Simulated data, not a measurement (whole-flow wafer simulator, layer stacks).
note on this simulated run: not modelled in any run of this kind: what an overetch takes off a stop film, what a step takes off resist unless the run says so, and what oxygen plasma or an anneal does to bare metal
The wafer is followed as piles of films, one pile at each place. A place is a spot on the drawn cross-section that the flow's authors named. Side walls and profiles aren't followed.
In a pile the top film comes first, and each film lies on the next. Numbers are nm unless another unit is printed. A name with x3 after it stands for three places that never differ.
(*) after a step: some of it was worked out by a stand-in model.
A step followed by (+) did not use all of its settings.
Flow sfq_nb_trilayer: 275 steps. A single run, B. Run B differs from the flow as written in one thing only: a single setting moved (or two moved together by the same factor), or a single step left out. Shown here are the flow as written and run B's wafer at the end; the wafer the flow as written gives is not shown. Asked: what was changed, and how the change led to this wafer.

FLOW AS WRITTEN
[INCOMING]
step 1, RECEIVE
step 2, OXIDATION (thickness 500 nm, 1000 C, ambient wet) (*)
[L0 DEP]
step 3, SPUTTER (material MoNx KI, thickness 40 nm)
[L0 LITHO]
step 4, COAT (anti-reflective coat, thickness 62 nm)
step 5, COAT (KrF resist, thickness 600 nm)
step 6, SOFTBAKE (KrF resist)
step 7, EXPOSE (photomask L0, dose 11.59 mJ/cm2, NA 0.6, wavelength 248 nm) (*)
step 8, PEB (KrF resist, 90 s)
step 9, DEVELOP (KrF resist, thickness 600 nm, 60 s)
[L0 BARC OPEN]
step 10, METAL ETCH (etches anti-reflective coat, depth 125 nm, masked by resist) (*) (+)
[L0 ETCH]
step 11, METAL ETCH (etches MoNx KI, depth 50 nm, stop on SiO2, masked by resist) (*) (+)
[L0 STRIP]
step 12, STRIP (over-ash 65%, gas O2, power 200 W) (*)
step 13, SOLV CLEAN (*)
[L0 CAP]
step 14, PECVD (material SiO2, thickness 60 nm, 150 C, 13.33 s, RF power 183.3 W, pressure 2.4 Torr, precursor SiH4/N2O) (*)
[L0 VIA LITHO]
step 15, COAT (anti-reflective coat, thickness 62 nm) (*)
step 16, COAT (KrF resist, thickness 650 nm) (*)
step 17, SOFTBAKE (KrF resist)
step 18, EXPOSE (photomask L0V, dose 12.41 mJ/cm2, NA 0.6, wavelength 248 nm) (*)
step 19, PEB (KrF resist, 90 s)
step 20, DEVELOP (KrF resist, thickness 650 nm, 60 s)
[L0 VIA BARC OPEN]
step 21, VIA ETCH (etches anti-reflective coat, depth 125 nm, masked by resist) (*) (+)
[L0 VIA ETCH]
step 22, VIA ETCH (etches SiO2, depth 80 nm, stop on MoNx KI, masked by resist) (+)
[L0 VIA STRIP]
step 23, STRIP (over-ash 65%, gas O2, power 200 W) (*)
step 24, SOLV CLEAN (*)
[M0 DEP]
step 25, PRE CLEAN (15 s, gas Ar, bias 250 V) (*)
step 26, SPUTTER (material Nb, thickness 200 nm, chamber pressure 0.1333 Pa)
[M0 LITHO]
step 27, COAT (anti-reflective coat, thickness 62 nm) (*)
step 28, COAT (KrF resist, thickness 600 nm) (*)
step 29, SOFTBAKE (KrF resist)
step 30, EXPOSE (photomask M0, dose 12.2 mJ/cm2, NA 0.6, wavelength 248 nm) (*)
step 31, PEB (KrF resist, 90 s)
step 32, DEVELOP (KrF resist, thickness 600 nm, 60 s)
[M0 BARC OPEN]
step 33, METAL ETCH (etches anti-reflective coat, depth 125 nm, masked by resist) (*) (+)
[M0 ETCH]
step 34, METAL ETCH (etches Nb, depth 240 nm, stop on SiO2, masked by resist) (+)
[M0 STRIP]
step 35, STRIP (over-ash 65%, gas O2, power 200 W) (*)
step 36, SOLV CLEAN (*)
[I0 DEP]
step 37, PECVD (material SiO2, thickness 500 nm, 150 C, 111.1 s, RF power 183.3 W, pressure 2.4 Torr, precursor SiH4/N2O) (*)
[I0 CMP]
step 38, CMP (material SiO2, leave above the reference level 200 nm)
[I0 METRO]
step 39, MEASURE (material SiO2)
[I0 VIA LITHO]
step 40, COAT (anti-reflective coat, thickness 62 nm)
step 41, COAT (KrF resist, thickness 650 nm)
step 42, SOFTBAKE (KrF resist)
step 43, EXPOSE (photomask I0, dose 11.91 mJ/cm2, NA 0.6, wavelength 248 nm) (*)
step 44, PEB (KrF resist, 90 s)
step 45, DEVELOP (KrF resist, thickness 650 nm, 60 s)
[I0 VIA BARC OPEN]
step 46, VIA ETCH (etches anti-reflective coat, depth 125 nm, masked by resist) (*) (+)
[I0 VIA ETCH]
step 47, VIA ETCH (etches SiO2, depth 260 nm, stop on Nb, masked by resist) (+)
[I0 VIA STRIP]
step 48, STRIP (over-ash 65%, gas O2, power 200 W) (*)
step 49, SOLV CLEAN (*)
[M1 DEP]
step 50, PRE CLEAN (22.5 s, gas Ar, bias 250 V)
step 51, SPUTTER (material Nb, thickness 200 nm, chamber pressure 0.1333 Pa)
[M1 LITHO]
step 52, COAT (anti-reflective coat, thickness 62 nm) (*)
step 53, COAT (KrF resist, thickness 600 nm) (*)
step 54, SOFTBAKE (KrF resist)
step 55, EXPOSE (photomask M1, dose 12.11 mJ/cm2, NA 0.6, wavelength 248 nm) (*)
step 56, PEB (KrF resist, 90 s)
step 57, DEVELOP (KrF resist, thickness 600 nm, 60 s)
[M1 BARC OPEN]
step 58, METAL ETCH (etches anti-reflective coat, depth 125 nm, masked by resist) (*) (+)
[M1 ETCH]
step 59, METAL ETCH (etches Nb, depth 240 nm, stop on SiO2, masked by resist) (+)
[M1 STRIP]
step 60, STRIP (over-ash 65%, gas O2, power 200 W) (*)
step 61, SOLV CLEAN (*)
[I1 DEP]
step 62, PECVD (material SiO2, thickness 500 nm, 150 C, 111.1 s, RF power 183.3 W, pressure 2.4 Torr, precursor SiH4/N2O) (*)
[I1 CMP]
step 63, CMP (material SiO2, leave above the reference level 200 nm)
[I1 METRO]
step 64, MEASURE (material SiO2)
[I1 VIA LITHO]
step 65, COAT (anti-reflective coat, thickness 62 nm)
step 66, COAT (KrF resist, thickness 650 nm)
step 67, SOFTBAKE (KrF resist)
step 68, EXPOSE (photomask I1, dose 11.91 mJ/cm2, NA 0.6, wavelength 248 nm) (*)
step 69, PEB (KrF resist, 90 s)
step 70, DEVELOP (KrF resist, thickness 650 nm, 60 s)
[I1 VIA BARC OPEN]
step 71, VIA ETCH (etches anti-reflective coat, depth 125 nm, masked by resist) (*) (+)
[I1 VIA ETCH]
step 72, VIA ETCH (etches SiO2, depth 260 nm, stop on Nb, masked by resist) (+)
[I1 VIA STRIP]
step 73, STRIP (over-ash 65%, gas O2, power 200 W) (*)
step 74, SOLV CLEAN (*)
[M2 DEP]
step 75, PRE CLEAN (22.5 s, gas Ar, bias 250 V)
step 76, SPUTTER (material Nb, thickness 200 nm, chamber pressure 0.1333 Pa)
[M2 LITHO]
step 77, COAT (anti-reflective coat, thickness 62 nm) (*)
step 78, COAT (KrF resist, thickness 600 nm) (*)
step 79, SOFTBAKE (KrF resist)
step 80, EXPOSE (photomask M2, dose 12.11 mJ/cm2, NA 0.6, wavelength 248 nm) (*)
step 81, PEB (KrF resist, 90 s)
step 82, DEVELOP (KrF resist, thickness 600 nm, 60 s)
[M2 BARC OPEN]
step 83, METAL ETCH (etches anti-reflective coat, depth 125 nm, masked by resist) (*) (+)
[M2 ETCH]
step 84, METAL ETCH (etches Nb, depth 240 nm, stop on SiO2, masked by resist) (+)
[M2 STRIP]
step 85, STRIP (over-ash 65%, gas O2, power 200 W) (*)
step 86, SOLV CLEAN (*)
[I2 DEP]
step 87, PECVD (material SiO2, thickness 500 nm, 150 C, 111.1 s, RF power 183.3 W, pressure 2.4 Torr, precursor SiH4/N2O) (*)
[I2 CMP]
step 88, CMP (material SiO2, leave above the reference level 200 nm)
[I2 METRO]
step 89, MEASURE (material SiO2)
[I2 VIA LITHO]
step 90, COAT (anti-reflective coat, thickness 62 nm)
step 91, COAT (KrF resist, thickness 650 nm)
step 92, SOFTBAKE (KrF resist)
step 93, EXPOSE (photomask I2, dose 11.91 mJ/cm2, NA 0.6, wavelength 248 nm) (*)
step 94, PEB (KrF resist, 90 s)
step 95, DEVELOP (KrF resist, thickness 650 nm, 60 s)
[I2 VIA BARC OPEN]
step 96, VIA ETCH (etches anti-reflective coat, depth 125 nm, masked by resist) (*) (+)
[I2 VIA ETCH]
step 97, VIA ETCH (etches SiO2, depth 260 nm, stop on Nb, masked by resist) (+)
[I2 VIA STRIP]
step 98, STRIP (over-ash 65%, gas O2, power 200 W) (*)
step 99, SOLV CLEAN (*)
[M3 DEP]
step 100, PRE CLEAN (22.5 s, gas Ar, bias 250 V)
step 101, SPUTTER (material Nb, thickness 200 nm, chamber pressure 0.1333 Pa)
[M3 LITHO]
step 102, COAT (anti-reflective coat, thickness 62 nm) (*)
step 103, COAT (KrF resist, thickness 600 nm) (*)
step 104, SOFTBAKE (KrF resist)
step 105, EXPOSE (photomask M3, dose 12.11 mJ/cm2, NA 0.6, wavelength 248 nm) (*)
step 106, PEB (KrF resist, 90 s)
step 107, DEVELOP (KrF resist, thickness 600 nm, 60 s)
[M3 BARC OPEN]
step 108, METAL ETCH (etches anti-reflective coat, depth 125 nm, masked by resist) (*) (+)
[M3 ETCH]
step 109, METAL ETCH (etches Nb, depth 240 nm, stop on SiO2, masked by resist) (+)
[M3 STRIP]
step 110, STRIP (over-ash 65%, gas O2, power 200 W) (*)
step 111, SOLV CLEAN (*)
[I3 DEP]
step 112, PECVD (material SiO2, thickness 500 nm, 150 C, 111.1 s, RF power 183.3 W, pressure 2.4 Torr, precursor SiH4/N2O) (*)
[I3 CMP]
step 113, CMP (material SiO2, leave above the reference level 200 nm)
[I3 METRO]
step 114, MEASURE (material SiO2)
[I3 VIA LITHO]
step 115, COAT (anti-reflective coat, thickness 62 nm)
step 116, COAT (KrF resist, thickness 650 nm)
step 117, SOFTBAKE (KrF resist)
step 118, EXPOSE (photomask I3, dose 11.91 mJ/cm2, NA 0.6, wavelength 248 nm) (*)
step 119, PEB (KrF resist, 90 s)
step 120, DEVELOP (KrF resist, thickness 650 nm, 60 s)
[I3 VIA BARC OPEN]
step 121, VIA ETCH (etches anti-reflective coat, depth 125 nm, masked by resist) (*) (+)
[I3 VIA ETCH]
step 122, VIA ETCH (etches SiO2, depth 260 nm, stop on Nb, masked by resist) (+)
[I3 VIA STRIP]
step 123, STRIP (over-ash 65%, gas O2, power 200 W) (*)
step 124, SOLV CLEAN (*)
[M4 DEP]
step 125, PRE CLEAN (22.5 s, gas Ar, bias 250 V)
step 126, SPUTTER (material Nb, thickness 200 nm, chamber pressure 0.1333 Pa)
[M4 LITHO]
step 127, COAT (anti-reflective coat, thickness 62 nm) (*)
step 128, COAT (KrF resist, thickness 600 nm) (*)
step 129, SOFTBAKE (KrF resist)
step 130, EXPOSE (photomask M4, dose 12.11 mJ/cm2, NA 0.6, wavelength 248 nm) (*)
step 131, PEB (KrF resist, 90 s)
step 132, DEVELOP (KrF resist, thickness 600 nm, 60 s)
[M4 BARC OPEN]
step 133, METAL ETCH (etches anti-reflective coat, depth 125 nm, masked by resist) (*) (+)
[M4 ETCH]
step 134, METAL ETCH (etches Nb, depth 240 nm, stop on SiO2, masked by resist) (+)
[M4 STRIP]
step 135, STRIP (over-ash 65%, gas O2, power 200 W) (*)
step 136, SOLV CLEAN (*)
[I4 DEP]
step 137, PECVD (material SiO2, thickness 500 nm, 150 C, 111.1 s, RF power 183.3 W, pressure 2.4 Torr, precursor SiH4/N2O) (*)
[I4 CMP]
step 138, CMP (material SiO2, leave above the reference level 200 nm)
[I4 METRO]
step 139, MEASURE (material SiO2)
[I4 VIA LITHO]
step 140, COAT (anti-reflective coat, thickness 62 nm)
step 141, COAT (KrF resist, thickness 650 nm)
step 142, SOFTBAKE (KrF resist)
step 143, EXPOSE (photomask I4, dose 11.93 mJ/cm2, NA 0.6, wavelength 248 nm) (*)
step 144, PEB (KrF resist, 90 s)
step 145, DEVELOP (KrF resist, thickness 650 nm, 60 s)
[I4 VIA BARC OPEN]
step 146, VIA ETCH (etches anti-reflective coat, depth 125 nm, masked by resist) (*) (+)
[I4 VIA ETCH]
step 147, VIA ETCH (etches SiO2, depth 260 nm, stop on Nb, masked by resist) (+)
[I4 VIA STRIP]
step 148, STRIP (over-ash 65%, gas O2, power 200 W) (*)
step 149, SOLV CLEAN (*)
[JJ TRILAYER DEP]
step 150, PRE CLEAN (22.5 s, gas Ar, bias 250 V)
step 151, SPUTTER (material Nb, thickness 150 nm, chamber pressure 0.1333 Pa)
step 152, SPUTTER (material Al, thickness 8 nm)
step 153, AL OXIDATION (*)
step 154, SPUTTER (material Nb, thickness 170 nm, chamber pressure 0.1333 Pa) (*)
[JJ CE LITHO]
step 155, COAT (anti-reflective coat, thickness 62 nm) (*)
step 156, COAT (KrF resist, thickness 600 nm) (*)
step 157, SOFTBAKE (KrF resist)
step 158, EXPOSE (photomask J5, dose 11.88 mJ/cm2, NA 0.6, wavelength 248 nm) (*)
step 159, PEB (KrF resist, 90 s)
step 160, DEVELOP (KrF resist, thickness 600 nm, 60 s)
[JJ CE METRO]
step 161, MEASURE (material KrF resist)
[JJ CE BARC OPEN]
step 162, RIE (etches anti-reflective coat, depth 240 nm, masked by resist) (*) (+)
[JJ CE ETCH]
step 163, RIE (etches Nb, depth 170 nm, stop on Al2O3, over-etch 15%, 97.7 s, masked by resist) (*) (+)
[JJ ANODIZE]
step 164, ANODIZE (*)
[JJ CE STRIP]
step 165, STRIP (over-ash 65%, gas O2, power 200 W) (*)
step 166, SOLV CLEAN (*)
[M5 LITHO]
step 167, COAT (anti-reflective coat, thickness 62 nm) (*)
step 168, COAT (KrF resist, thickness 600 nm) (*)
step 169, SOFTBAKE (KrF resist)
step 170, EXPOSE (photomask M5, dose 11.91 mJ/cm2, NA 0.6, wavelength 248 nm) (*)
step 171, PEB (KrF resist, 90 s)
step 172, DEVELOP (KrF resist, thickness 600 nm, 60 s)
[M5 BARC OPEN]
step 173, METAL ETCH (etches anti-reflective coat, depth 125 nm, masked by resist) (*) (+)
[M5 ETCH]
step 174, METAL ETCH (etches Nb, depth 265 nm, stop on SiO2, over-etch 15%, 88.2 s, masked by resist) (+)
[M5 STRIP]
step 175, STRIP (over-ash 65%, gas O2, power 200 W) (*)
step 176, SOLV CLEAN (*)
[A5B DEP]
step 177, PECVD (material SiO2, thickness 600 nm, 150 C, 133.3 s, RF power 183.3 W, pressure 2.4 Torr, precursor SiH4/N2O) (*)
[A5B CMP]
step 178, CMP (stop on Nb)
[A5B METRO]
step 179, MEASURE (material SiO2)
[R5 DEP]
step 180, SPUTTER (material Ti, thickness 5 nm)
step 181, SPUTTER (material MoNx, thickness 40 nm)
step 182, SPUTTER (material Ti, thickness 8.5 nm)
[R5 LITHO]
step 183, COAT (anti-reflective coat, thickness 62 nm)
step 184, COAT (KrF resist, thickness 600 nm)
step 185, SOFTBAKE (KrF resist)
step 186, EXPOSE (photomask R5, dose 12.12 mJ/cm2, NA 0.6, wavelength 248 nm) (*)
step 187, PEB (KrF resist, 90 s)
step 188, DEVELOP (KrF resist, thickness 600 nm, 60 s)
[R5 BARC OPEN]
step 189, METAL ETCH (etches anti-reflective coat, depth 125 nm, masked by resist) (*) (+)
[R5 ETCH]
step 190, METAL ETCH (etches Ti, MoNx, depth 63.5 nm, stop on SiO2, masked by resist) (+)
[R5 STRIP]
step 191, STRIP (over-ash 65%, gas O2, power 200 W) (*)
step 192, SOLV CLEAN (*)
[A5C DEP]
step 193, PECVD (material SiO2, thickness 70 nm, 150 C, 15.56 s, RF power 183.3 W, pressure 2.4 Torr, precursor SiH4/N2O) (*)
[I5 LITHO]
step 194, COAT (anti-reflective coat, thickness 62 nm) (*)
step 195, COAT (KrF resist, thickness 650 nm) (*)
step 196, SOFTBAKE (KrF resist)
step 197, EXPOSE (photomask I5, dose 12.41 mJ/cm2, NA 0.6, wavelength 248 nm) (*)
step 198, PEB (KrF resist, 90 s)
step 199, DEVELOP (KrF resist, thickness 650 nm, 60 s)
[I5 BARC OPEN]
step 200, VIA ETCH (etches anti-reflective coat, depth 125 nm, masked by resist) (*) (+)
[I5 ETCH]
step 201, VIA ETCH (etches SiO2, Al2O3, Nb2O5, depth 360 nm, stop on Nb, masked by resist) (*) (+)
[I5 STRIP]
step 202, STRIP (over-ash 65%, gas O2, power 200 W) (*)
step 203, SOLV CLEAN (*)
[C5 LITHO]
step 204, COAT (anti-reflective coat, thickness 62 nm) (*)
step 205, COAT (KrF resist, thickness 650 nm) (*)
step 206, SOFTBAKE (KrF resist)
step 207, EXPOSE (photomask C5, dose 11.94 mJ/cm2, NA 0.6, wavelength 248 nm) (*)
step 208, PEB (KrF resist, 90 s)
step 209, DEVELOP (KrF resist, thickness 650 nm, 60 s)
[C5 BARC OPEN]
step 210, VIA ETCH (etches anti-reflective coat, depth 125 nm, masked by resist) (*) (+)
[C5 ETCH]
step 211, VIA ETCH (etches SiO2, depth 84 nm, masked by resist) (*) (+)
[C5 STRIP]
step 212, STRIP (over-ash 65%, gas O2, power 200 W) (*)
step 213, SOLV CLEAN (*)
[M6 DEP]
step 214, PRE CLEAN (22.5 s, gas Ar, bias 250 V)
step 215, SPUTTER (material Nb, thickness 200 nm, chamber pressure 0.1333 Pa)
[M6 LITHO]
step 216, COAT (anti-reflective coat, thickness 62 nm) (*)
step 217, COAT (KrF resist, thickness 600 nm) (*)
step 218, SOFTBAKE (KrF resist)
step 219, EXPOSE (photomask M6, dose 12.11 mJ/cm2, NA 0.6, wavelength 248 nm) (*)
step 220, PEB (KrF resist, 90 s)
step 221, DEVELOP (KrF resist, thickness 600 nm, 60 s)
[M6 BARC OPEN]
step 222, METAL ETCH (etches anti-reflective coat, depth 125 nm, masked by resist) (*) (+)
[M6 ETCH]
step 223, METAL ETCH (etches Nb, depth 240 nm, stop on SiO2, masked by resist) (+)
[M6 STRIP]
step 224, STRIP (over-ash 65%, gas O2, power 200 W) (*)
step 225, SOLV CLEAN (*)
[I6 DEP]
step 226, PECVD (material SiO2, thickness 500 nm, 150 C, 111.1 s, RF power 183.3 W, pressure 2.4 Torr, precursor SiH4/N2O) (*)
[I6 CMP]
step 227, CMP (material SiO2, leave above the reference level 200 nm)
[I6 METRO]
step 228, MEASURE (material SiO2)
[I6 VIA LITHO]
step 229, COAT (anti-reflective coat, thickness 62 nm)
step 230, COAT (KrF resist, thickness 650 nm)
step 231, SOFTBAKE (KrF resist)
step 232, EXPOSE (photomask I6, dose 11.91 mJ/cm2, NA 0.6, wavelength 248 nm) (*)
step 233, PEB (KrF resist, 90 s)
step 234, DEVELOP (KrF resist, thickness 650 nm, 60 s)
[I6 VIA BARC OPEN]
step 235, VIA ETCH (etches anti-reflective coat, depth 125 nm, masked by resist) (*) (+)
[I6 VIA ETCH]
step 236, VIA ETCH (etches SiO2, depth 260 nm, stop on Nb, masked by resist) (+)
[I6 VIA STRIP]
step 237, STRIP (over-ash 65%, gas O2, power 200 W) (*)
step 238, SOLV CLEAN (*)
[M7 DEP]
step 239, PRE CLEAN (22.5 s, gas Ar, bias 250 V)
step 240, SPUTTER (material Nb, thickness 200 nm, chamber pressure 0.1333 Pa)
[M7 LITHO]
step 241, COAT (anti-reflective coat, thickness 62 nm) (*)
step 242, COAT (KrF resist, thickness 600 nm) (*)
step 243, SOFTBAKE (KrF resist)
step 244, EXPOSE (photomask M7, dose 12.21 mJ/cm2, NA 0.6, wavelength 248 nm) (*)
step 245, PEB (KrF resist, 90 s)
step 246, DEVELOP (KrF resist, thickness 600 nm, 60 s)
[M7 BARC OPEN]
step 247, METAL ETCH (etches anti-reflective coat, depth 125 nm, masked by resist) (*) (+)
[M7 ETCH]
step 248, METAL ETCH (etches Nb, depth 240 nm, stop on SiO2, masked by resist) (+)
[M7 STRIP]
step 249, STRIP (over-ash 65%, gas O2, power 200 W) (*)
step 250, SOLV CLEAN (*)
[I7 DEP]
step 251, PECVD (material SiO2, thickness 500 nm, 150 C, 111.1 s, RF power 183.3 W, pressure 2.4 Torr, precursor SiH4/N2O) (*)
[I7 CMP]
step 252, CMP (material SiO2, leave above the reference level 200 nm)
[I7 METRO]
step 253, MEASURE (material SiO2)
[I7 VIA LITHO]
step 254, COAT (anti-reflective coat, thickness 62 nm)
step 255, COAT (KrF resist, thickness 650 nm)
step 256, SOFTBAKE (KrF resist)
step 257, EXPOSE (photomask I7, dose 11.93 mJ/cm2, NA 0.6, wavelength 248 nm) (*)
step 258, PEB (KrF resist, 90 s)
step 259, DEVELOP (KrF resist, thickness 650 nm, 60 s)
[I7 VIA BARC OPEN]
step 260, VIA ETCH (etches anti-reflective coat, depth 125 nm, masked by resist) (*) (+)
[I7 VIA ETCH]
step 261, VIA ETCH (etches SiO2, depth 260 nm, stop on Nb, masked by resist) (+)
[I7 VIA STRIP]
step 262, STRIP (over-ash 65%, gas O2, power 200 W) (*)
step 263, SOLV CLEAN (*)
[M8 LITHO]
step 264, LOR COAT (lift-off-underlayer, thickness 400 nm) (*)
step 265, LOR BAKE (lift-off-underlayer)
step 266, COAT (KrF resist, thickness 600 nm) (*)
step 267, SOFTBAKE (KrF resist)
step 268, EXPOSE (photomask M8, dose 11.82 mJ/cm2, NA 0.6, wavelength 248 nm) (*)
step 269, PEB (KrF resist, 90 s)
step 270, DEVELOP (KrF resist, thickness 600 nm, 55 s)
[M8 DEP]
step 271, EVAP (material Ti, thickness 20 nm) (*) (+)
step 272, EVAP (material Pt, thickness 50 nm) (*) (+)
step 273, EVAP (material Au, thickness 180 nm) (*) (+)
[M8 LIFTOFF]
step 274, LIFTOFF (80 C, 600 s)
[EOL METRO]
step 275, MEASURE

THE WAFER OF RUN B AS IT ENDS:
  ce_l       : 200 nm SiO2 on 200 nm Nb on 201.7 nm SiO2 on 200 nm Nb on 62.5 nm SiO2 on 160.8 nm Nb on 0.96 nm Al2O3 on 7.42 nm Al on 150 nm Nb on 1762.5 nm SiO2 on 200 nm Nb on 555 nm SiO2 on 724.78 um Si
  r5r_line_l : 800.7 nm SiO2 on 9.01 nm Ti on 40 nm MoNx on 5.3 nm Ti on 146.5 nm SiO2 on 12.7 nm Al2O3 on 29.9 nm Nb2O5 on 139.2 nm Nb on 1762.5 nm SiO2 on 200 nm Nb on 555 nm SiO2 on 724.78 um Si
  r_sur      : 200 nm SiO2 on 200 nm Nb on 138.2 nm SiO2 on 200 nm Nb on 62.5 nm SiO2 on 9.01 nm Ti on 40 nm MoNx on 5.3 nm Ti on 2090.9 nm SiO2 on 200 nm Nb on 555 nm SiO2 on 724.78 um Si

The reason: step 180, SPUTTER: thickness 5.3 nm was run, while the flow as written has thickness 5 nm; step 182, SPUTTER: thickness 9.01 nm was run, where the flow has thickness 8.5 nm.
The wafer lets one read it off: r5r_line_l has Ti 5.3, and step 180 as written asks for 5 nm.

Step by step, how the change led to this:
  step 182, SPUTTER (material Ti, thickness 8.5 nm)
      field_l, v_sur, via_wl and 103 more: Ti gains 9.01 (new film) (as written it would have been: Ti gains 8.5 (new film))
  step 190, METAL ETCH (etches Ti, MoNx, depth 63.5 nm, stop on SiO2, masked by resist) (+)
      field_l, v_sur, via_wl and 92 more: Ti loses 9.01 (all of it), MoNx loses 40 (all of it), Ti loses 5.3 (all of it) (as written it would have been: Ti loses 8.5 (all of it), MoNx loses 40 (all of it), Ti loses 5 (all of it))
      ce_l, c5j, ce_r, wl_jj: Ti loses 9.01 (all of it), MoNx loses 40 (all of it), Ti loses 5.3 (all of it), Nb loses 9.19 (as written it would have been: Ti loses 8.5 (all of it), MoNx loses 40 (all of it), Ti loses 5 (all of it), Nb loses 10)
